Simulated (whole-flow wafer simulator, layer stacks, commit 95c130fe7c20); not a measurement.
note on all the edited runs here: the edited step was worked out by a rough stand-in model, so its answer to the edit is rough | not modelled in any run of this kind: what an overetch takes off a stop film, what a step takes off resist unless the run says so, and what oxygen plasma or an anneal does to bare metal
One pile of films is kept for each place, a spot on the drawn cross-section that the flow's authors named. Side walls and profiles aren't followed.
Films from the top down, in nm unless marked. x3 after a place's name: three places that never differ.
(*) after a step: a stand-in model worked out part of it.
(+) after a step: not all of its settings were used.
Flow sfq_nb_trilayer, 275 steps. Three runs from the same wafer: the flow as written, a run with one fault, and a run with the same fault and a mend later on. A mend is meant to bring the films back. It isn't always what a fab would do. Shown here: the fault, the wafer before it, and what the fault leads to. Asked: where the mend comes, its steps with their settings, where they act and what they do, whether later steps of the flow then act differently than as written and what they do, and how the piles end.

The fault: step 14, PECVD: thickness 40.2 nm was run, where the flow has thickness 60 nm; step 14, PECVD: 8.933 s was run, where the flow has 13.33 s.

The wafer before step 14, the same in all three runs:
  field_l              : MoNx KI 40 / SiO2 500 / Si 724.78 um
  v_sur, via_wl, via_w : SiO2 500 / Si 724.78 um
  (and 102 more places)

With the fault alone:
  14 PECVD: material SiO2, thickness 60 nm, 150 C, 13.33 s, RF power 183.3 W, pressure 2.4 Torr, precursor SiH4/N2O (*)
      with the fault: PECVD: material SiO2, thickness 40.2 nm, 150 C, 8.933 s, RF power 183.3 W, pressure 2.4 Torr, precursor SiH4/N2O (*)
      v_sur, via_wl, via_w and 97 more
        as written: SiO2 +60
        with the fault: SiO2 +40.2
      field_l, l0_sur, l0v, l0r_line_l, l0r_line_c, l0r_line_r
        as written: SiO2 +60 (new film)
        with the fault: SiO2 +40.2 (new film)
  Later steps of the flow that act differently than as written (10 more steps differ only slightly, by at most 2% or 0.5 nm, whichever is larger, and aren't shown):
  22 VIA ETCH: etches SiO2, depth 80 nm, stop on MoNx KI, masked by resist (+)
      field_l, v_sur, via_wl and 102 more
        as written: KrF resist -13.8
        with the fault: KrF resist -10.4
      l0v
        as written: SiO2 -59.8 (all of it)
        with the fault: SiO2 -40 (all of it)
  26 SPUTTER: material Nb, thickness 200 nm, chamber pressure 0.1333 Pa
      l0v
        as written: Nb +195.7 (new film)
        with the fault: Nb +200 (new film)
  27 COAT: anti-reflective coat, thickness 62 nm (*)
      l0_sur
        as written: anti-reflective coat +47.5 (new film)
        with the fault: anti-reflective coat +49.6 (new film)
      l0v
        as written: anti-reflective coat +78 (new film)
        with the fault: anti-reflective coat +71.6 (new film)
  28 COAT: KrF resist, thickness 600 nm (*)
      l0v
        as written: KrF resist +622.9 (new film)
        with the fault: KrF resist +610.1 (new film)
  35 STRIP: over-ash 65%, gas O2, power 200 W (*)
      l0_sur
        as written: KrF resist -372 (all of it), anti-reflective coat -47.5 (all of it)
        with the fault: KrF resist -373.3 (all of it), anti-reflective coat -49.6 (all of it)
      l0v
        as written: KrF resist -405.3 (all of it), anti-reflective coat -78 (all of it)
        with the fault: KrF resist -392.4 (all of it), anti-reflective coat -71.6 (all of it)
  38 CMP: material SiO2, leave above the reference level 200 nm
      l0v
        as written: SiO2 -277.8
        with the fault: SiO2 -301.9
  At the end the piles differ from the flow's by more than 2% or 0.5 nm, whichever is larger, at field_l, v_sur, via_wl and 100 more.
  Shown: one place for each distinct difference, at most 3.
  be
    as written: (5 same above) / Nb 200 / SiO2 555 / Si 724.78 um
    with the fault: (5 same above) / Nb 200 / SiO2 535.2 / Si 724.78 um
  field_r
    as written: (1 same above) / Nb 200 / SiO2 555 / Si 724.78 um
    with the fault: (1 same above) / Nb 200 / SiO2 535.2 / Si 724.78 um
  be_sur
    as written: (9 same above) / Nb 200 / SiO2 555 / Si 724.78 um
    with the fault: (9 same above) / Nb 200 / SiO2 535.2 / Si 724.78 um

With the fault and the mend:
  The mend comes after step 20.
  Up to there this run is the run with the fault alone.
  20a STRIP: over-ash 65%, gas O2, power 200 W (*)
      p4_fl x3, p4_w1 x9, p4_g1 x2 and 59 more
        KrF resist -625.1 (all of it), anti-reflective coat -62 (all of it)
      jj_sur, ce_l, c5j, ce_r, sp_r, be_r, r_sur
        KrF resist -632 (all of it), anti-reflective coat -63.7 (all of it)
      gap, res, r_end
        KrF resist -632.1 (all of it), anti-reflective coat -63.7 (all of it)
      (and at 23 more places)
  20b PECVD: material SiO2, thickness 19.8 nm, 150 C, 4.4 s, RF power 183.3 W, pressure 2.4 Torr, precursor SiH4/N2O (the flow's step 14 once more, with other settings)
      field_l, v_sur, via_wl and 103 more
        SiO2 +19.8
  20c COAT: anti-reflective coat, thickness 62 nm (*) (the flow's step 15 once more)
      p4_fl x3, p4_w1 x9, p4_g1 x2 and 59 more
        anti-reflective coat +62 (new film)
      be_sur, gap, jj_sur and 8 more
        anti-reflective coat +63.7 (new film)
      wire, be, moat, field_r, lsp_l
        anti-reflective coat +63.8 (new film)
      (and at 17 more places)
  20d COAT: KrF resist, thickness 650 nm (*) (the flow's step 16 once more)
      p4_fl x3, p4_w1 x9, p4_g1 x2 and 59 more
        KrF resist +650 (new film)
      jj_sur, ce_l, c5j, ce_r, sp_r, be_r, r_sur
        KrF resist +656.9 (new film)
      l0r_line_l, l0r_line_c, l0r_line_r
        KrF resist +646 (new film)
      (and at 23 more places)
  20e SOFTBAKE: KrF resist (the flow's step 17 once more)
      changes no film at any place that is followed
  20f EXPOSE: photomask L0V, dose 12.41 mJ/cm2, NA 0.6, wavelength 248 nm (*) (the flow's step 18 once more)
      changes no film at any place that is followed
  20g PEB: KrF resist, 90 s (the flow's step 19 once more)
      p4_fl x3, p4_w1 x9, p4_g1 x2 and 59 more
        KrF resist -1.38
      via_v, wire, be and 15 more
        KrF resist -1.39
      v_sur, via_w, via_wr, via_sp, lsp_m, ln_m6, lsp_r
        KrF resist -1.4
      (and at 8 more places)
  20h DEVELOP: KrF resist, thickness 650 nm, 60 s (the flow's step 20 once more)
      field_l, v_sur, via_wl and 102 more
        KrF resist -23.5
      l0v
        KrF resist -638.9 (all of it)
  No later step of the flow acts differently than as written, at any place that is followed, by more than 2% or 0.5 nm, whichever is larger.
  At the end the piles are the same as the flow's at every place that both follow.
